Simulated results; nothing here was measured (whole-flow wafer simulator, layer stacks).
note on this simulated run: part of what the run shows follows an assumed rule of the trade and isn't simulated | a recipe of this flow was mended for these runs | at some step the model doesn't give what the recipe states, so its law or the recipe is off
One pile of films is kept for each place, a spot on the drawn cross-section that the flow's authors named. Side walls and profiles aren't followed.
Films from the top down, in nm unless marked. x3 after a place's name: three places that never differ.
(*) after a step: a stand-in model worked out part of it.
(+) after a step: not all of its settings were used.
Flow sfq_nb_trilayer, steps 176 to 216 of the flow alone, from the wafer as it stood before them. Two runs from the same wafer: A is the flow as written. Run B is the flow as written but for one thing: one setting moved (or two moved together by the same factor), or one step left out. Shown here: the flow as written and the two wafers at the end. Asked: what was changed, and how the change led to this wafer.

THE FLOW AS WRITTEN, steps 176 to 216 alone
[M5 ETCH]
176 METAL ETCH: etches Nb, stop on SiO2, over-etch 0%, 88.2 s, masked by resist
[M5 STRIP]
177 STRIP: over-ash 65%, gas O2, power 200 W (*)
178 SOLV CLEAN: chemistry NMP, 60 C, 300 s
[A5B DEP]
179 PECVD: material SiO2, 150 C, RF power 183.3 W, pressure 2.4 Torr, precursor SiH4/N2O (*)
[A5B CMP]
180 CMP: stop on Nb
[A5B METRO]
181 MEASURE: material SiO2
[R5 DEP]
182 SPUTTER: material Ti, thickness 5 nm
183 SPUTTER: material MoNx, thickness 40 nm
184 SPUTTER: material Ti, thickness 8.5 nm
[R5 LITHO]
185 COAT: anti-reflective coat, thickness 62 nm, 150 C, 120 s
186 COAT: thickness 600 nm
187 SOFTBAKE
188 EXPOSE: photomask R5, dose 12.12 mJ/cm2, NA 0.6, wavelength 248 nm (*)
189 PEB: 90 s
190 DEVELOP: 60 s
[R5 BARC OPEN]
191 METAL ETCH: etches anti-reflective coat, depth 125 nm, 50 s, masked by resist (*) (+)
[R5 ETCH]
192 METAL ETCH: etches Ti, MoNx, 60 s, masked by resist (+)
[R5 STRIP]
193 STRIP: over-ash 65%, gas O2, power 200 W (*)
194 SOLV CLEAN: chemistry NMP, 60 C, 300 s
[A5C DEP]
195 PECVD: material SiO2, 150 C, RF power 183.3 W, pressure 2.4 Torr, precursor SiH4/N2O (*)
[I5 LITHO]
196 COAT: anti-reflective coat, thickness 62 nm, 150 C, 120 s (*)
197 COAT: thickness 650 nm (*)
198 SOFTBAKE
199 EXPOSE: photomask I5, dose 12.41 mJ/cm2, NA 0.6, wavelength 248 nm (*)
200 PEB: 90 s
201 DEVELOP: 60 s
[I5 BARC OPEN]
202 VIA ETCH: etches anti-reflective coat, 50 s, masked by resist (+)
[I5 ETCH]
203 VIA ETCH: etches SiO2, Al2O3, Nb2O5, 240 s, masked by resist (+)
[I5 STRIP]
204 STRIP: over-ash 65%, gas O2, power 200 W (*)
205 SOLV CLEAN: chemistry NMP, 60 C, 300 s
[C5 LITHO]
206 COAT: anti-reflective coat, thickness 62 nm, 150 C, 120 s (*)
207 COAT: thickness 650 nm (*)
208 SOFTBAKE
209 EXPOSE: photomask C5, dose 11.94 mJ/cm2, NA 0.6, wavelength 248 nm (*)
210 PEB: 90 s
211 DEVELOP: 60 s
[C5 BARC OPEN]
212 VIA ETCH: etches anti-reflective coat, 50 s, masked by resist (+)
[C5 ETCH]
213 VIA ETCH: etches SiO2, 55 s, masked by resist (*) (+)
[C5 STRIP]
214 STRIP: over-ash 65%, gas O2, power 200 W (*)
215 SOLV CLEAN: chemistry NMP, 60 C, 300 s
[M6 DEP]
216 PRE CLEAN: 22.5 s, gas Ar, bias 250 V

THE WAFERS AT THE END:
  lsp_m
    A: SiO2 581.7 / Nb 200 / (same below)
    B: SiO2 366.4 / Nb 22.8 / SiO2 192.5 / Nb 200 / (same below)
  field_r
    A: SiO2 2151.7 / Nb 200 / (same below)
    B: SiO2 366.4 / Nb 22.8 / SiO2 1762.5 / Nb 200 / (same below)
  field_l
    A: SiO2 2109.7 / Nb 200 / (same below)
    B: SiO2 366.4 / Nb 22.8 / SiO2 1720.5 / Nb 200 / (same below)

The cause: step 176, METAL ETCH: 52.9 s was run, where the flow has 88.2 s.

How the change led to this, step by step:
  176 METAL ETCH: etches Nb, stop on SiO2, over-etch 0%, 88.2 s, masked by resist
      field_l, res, r_end and 47 more: A Al2O3 -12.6 (all of it), Nb2O5 -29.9 (all of it), Nb -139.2 (all of it), SiO2 -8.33 | B Al2O3 -12.6 (all of it), Nb2O5 -29.9 (all of it), Nb -116.4
      wl_a_sl, wl_a_m6: A Al2O3 -12.5 (all of it), Nb2O5 -29.9 (all of it), Nb -139.2 (all of it), SiO2 -8.33 | B Al2O3 -12.5 (all of it), Nb2O5 -29.9 (all of it), Nb -116.4
      (and at 54 more places)
  177 STRIP: over-ash 65%, gas O2, power 200 W (*)
      l0r_line_l x3, l0r_space_c x19, m0r_space_l x2 and 6 more: A KrF-resist-other-grade -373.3 (all of it), anti-reflective coat -62 (all of it) | B KrF-resist-other-grade -426.3 (all of it), anti-reflective coat -62 (all of it)
      v_sur: A KrF-resist-other-grade -366.5 (all of it), anti-reflective coat -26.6 (all of it) | B KrF-resist-other-grade -419.5 (all of it), anti-reflective coat -26.6 (all of it)
      (and at 22 more places)
  179 PECVD: material SiO2, 150 C, RF power 183.3 W, pressure 2.4 Torr, precursor SiH4/N2O (*)
      field_l, lsp_m, ln_m6 and 44 more: A SiO2 +600 | B SiO2 +600 (new film)
      r_sur, res, r_end, moat, field_r, lsp_l: A SiO2 +593.1 | B SiO2 +600 (new film)
  180 CMP: stop on Nb
      field_l, lsp_m, ln_m6 and 44 more: A SiO2 -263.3 | B SiO2 -294.4
      r_sur, res, r_end, moat, field_r, lsp_l: A SiO2 -256.4 | B SiO2 -294.4
Counting metal films that touch as one body, lsp_m has 3 bodies (between them, from the top down: SiO2 192.5; SiO2 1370); the flow as written gives 2 bodies (between them, from the top down: SiO2 1370).
Counting metal films that touch as one body, field_r has 2 bodies (between them, from the top down: SiO2 1762.5); the flow as written gives 1 body.
Counting metal films that touch as one body, field_l has 3 bodies (between them, from the top down: SiO2 1720.5; SiO2 55); the flow as written gives 2 bodies (between them, from the top down: SiO2 55).
